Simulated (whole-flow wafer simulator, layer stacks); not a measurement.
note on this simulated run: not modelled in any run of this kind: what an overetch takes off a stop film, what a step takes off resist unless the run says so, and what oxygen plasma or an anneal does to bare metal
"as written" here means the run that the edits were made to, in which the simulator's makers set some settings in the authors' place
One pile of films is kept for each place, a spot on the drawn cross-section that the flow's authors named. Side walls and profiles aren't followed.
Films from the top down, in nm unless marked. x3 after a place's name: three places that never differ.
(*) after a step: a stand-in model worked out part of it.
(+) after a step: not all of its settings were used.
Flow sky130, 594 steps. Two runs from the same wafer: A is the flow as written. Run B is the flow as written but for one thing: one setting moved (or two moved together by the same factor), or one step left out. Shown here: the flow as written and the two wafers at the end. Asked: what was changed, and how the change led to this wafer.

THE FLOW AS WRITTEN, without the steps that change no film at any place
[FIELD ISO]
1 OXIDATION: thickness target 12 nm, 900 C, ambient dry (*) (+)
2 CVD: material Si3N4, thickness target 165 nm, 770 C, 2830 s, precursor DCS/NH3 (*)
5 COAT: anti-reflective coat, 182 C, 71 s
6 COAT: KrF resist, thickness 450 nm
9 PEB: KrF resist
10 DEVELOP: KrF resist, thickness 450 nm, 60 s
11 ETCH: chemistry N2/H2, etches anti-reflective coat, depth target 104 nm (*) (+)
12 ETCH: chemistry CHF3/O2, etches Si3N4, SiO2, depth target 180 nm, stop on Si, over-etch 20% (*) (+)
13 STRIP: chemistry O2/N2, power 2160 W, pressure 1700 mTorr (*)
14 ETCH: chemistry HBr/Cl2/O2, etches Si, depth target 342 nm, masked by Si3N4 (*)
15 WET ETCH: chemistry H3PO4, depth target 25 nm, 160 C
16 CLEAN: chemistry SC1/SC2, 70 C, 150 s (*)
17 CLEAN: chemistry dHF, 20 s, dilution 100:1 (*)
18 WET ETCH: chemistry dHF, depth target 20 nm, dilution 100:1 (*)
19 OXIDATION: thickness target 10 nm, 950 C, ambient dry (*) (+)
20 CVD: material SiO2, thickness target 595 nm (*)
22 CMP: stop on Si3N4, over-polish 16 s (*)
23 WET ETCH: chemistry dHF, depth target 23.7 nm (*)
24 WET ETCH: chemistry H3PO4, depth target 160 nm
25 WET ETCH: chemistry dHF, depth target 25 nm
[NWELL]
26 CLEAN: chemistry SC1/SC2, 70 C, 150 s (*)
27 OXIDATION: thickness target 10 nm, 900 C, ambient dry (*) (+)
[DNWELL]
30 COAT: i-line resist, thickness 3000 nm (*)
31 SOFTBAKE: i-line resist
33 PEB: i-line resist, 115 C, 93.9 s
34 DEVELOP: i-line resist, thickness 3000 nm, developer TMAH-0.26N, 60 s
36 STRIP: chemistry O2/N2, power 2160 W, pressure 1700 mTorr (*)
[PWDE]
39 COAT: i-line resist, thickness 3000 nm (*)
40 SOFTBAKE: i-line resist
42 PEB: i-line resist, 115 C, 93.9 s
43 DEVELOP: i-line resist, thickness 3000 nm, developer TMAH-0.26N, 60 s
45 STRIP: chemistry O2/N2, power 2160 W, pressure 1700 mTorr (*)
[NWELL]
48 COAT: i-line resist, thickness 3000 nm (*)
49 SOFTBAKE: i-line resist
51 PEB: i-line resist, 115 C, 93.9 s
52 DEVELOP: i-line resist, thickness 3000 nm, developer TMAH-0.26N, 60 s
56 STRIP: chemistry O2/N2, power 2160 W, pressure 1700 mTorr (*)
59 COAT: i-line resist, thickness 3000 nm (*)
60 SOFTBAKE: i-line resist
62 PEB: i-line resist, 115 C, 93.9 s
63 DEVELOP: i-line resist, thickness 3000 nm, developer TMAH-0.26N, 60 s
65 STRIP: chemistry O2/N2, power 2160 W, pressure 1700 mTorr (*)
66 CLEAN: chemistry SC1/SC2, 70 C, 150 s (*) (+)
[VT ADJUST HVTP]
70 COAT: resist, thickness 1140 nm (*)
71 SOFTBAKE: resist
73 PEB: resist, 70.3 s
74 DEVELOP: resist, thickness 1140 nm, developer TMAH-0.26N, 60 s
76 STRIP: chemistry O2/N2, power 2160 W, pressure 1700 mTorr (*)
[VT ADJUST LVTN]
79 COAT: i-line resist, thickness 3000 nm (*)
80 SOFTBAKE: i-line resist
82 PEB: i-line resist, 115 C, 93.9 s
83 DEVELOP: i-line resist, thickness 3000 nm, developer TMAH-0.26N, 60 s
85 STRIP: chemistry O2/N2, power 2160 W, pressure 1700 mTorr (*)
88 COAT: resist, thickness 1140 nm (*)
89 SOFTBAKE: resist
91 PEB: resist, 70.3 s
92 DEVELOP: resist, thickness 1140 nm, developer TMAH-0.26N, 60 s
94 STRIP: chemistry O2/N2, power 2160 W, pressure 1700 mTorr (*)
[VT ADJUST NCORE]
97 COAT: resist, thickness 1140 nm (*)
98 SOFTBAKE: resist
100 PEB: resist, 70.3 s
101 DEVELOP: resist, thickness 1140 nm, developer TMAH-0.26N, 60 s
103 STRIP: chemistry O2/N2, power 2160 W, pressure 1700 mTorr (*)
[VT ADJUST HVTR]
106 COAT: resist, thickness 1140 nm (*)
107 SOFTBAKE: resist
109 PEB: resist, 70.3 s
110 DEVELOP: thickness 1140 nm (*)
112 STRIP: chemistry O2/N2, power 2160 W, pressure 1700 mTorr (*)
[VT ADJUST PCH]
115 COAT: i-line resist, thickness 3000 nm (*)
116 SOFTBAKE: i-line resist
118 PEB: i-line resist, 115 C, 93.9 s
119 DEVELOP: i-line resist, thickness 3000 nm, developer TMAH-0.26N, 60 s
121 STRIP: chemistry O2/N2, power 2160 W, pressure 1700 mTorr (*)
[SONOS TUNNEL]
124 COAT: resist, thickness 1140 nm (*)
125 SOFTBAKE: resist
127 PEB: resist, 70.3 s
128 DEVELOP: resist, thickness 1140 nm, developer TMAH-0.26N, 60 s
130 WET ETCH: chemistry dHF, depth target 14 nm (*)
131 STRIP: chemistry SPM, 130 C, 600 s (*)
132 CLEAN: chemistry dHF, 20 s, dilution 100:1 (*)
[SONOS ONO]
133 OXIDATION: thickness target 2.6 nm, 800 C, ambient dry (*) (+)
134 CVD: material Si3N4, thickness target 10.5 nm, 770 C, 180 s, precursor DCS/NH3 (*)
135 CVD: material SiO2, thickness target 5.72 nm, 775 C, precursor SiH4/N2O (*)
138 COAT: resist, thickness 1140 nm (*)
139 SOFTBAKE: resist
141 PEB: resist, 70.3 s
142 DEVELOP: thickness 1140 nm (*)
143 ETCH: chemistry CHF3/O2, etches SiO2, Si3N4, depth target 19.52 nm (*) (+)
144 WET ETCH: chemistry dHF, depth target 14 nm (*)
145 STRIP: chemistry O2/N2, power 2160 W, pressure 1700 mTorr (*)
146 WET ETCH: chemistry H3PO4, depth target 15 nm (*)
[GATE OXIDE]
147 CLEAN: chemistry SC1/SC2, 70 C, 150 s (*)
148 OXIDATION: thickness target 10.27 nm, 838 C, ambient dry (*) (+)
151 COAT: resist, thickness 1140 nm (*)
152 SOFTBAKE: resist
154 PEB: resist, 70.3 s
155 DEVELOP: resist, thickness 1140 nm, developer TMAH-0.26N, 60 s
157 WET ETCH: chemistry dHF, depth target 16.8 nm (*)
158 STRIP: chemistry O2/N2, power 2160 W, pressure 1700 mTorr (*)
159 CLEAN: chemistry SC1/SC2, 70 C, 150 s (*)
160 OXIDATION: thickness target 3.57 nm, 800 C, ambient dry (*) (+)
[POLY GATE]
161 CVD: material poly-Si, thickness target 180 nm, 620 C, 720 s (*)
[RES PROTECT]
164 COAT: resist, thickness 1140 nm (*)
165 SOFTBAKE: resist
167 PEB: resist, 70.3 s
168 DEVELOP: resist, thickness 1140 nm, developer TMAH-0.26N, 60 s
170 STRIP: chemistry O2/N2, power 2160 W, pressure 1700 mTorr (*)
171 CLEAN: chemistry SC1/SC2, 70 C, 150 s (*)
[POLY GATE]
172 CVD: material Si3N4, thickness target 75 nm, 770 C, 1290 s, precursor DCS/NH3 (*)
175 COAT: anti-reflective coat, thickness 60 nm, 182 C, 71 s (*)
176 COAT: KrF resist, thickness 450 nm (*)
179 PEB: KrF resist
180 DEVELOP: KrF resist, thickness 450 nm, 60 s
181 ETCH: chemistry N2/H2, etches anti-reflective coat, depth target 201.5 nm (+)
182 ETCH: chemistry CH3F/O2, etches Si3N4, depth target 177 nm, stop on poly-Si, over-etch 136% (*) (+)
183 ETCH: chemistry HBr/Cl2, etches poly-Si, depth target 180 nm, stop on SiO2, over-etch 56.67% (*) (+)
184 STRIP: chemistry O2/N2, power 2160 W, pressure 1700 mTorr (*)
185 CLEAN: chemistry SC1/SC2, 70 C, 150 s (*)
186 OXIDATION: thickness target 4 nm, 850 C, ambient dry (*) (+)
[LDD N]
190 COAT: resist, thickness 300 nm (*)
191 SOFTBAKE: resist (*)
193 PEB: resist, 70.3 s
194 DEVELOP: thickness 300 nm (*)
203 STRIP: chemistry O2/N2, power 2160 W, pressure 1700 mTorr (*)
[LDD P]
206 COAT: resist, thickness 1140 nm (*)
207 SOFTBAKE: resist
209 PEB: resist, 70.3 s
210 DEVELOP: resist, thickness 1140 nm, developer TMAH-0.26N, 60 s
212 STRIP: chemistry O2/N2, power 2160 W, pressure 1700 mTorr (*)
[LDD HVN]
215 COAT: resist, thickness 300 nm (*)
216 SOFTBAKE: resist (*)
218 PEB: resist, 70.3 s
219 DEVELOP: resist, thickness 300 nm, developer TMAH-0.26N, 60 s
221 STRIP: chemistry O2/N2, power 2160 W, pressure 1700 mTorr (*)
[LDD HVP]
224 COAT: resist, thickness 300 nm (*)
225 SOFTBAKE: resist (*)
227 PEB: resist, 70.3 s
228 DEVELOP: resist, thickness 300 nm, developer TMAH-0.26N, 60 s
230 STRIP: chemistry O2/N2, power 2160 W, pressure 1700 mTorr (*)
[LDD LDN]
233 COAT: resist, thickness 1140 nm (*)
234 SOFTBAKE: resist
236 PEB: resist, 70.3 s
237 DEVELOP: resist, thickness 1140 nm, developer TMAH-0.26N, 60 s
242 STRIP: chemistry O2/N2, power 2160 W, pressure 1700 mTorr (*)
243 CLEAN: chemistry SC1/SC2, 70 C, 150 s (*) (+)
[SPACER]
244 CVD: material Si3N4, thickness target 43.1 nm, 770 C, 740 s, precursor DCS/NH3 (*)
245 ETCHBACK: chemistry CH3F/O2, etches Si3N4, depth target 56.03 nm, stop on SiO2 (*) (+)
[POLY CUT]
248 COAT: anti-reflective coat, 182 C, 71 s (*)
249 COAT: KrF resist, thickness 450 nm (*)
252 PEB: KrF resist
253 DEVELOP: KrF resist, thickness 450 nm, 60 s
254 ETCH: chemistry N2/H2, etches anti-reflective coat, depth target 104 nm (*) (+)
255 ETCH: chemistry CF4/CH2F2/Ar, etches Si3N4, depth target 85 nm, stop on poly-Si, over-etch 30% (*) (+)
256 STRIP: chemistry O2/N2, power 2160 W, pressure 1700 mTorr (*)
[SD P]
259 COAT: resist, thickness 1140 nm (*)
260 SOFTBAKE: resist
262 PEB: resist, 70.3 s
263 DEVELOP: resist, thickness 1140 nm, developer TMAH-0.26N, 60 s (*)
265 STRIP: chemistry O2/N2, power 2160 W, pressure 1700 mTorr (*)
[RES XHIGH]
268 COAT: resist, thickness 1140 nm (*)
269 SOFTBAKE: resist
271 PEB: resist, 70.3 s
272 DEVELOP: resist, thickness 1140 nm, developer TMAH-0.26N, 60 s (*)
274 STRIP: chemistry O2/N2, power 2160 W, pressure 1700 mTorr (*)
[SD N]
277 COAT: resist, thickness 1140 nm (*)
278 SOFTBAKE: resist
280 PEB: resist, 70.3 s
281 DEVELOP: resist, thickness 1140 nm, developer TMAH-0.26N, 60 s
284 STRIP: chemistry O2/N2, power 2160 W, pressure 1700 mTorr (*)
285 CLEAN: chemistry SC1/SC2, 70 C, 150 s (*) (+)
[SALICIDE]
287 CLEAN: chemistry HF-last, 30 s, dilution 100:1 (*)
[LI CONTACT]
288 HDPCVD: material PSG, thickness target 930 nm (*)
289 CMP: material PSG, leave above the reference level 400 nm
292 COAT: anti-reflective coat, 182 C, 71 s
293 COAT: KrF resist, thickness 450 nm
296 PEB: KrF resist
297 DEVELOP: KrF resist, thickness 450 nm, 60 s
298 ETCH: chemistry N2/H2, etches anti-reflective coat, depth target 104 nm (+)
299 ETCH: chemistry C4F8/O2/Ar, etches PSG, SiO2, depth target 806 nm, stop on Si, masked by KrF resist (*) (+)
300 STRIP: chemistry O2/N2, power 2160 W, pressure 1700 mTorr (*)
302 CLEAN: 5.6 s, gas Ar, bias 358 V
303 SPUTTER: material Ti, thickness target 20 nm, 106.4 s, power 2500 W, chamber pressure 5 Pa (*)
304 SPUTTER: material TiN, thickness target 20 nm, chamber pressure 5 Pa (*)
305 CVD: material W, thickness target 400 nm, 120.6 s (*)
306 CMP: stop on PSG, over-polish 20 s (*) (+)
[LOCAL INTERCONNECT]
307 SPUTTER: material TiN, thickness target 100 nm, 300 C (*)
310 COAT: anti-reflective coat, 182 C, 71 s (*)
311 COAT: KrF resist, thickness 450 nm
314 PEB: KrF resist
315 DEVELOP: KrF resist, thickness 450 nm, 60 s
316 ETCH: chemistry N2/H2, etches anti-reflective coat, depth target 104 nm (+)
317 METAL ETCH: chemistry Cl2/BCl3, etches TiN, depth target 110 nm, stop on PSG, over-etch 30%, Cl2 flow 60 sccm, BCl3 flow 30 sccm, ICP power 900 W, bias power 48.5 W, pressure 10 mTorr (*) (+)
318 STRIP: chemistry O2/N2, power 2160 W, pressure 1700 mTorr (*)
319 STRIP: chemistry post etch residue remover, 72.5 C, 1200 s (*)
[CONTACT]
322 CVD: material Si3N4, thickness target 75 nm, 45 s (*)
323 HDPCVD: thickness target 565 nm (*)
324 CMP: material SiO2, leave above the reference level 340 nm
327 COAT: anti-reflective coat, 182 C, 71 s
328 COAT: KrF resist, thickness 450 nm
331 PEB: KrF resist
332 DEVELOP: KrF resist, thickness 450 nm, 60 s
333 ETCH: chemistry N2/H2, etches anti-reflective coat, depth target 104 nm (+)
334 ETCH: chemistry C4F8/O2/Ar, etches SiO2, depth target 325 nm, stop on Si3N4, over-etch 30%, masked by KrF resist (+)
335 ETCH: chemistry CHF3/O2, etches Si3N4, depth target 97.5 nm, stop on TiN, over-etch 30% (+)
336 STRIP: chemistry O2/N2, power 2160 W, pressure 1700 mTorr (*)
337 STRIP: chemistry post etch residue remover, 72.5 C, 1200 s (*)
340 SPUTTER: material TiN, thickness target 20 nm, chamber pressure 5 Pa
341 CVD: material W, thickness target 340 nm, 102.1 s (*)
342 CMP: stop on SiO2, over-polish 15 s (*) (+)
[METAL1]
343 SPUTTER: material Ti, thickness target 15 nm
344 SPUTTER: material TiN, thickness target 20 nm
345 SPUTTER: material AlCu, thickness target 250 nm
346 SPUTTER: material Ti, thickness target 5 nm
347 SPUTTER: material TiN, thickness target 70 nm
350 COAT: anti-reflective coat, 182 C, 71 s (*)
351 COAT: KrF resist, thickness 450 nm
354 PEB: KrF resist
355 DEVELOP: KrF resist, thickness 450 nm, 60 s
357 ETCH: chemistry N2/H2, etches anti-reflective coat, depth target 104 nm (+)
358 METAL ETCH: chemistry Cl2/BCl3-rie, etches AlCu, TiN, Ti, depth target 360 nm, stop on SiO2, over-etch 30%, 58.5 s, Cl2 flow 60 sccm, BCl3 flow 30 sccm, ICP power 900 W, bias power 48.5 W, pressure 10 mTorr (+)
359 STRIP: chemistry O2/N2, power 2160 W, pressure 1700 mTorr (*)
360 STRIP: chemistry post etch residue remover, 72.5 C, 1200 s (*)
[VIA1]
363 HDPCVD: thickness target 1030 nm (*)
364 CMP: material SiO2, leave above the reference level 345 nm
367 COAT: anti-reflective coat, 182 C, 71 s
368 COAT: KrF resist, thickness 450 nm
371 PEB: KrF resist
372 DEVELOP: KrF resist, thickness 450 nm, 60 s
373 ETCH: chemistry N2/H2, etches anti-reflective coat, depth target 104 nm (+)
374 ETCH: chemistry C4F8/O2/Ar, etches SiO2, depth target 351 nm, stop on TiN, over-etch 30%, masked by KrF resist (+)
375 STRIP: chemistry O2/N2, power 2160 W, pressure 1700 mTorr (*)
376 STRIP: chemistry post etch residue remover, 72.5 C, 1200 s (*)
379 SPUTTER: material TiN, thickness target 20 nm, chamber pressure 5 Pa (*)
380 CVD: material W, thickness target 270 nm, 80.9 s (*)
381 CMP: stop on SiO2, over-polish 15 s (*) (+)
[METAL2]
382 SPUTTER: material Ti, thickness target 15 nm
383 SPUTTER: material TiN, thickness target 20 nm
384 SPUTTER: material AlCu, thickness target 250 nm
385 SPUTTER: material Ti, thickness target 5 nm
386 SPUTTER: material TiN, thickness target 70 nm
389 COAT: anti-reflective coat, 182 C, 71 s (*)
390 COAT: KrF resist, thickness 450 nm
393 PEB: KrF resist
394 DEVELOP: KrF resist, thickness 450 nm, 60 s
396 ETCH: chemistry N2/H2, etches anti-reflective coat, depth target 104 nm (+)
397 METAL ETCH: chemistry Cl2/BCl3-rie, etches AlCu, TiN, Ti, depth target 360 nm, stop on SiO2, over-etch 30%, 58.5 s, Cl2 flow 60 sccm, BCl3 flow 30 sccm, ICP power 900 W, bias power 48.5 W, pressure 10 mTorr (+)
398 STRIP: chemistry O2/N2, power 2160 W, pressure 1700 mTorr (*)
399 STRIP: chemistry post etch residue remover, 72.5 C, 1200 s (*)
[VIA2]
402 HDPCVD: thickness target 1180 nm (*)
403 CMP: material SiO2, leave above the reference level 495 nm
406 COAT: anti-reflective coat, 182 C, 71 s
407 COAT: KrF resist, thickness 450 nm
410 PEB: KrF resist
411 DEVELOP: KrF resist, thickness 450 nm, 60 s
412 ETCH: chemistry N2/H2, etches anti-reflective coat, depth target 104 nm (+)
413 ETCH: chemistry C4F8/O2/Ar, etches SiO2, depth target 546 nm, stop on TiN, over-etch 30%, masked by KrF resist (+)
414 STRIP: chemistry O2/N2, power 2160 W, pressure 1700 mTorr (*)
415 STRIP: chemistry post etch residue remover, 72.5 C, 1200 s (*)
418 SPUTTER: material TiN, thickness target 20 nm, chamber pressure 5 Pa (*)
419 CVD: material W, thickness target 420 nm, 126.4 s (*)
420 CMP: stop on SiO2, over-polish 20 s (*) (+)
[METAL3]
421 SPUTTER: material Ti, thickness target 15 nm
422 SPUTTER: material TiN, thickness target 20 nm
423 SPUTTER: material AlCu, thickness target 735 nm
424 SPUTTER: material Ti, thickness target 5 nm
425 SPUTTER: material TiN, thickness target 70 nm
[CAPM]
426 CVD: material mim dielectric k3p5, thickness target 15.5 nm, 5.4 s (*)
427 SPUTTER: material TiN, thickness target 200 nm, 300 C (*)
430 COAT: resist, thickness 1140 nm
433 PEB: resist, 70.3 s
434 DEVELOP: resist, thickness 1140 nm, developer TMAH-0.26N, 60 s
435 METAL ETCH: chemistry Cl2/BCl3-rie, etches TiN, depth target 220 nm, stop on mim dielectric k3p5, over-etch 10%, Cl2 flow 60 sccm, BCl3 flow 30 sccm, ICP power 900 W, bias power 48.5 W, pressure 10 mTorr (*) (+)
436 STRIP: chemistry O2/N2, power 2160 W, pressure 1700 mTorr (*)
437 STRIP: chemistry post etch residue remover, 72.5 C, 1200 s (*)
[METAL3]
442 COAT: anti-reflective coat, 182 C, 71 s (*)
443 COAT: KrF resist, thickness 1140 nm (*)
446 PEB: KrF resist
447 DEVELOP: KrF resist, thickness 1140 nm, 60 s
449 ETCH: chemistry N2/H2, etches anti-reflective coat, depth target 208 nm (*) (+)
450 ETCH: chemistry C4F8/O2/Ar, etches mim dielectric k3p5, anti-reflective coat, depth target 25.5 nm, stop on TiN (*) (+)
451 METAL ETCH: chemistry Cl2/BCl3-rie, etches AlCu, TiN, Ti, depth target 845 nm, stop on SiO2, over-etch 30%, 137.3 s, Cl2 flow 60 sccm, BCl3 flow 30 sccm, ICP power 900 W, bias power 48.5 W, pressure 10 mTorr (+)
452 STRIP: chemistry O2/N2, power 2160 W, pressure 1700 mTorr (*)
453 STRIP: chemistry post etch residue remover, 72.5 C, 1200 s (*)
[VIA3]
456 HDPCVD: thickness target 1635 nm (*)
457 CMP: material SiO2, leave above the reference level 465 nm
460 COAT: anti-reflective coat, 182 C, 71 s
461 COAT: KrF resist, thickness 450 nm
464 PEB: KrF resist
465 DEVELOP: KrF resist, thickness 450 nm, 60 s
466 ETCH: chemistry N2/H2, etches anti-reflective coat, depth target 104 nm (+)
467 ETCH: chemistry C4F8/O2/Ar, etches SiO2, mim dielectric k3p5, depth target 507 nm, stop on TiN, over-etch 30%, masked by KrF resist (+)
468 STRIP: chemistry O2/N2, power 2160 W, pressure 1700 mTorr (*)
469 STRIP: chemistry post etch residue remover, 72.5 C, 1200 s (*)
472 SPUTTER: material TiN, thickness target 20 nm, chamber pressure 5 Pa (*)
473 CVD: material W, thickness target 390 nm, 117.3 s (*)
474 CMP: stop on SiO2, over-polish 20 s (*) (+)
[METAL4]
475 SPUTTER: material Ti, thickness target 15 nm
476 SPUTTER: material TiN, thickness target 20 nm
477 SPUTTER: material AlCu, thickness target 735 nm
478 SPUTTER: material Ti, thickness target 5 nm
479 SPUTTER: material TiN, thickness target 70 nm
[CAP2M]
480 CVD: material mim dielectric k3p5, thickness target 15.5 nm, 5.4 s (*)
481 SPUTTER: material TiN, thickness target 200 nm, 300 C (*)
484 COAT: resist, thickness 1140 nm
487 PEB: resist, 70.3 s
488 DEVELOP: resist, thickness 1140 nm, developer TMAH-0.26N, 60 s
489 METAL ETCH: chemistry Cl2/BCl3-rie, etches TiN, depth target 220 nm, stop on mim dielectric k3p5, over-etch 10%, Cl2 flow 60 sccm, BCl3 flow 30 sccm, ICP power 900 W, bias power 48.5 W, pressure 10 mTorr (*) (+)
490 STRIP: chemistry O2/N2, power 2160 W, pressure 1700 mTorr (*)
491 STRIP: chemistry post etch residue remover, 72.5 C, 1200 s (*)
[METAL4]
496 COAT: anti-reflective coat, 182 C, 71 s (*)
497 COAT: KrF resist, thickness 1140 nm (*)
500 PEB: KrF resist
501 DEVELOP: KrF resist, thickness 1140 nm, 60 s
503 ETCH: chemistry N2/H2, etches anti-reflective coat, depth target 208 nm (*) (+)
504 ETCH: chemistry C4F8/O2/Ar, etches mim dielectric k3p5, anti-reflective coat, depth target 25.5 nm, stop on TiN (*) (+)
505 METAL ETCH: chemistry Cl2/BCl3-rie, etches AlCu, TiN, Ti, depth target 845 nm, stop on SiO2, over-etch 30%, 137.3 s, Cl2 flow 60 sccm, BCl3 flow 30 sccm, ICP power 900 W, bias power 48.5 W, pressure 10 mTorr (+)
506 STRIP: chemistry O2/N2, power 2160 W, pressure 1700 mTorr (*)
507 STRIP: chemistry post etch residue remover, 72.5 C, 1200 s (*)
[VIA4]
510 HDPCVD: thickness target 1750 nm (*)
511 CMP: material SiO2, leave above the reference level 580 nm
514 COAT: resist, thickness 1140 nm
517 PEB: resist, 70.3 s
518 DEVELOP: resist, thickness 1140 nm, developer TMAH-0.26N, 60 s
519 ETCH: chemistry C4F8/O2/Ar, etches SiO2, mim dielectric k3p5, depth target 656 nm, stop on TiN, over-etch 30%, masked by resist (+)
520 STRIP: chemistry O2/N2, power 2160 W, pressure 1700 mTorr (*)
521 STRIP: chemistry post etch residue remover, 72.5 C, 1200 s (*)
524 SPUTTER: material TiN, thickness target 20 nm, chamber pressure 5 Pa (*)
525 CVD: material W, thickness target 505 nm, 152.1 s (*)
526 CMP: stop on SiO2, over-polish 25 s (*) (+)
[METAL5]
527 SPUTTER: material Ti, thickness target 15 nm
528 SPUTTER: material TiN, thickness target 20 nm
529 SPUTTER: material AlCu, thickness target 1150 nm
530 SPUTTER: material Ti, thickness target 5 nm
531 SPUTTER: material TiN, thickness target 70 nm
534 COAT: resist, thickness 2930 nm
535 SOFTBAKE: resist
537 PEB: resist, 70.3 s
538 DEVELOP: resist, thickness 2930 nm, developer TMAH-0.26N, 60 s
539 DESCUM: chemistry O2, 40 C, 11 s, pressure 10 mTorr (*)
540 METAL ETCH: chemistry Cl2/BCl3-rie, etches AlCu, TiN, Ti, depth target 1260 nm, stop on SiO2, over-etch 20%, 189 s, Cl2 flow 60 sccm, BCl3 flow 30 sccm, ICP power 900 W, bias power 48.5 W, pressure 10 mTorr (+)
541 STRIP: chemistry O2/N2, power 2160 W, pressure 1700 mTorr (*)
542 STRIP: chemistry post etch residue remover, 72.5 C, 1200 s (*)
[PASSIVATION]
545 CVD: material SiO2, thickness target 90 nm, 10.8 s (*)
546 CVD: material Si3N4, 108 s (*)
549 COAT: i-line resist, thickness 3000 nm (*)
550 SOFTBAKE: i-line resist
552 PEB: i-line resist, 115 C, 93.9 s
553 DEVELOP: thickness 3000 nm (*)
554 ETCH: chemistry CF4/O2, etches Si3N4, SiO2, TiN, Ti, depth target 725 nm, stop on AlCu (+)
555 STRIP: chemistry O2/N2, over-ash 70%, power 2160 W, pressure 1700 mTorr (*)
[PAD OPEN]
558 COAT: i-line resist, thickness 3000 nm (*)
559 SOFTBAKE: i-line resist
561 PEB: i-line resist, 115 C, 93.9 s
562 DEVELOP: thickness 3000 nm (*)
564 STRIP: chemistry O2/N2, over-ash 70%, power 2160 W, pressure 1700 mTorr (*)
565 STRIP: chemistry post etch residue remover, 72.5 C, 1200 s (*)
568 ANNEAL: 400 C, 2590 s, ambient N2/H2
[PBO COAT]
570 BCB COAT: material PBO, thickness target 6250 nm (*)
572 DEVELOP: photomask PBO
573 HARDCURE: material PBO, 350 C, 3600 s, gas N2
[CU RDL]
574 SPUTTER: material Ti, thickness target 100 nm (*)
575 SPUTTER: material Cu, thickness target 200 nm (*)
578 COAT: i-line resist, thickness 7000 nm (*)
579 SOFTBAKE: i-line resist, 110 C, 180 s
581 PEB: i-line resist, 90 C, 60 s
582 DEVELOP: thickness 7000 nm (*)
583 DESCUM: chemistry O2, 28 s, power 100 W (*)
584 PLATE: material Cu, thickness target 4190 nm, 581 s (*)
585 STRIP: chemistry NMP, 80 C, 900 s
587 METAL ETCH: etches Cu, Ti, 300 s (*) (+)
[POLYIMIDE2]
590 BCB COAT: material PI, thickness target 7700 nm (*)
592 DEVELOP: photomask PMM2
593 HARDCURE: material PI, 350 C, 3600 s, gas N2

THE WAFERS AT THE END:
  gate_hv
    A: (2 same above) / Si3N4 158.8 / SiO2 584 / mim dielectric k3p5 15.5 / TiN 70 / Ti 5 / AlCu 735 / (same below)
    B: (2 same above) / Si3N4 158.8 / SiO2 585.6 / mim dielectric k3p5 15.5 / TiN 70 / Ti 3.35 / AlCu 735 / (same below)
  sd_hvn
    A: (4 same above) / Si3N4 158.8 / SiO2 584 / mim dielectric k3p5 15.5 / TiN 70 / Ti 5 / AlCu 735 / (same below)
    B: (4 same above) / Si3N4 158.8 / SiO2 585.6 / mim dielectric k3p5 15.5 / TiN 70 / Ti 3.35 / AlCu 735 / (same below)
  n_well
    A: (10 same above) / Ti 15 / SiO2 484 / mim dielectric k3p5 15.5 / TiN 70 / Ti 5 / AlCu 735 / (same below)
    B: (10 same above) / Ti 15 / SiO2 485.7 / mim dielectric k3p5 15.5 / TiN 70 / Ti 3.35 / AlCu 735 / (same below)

The cause: step 478, SPUTTER: thickness target 3.35 nm was run, where the flow has thickness target 5 nm.
It can be read off the wafer: gate_hv has Ti 3.35, and step 478 as written asks for 5 nm.

How the change led to this, step by step:
  478 SPUTTER: material Ti, thickness target 5 nm
      field, active, n_well and 189 more: A Ti +5 (new film) | B Ti +3.35 (new film)
  505 METAL ETCH: chemistry Cl2/BCl3-rie, etches AlCu, TiN, Ti, depth target 845 nm, stop on SiO2, over-etch 30%, 137.3 s, Cl2 flow 60 sccm, BCl3 flow 30 sccm, ICP power 900 W, bias power 48.5 W, pressure 10 mTorr (+)
      field, gate, spacer and 68 more: A TiN -70 (all of it), Ti -5 (all of it), AlCu -735 (all of it), TiN -20 (all of it), Ti -15 (all of it), SiO2 -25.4 | B TiN -70 (all of it), Ti -3.35 (all of it), AlCu -735 (all of it), TiN -20 (all of it), Ti -15 (all of it), SiO2 -25.5
      active, vpp_iso1, mim_edge_plate and 14 more: A TiN -70 (all of it), Ti -5 (all of it), AlCu -735 (all of it), TiN -20 (all of it), Ti -15 (all of it), SiO2 -25.3 | B TiN -70 (all of it), Ti -3.35 (all of it), AlCu -735 (all of it), TiN -20 (all of it), Ti -15 (all of it), SiO2 -25.5
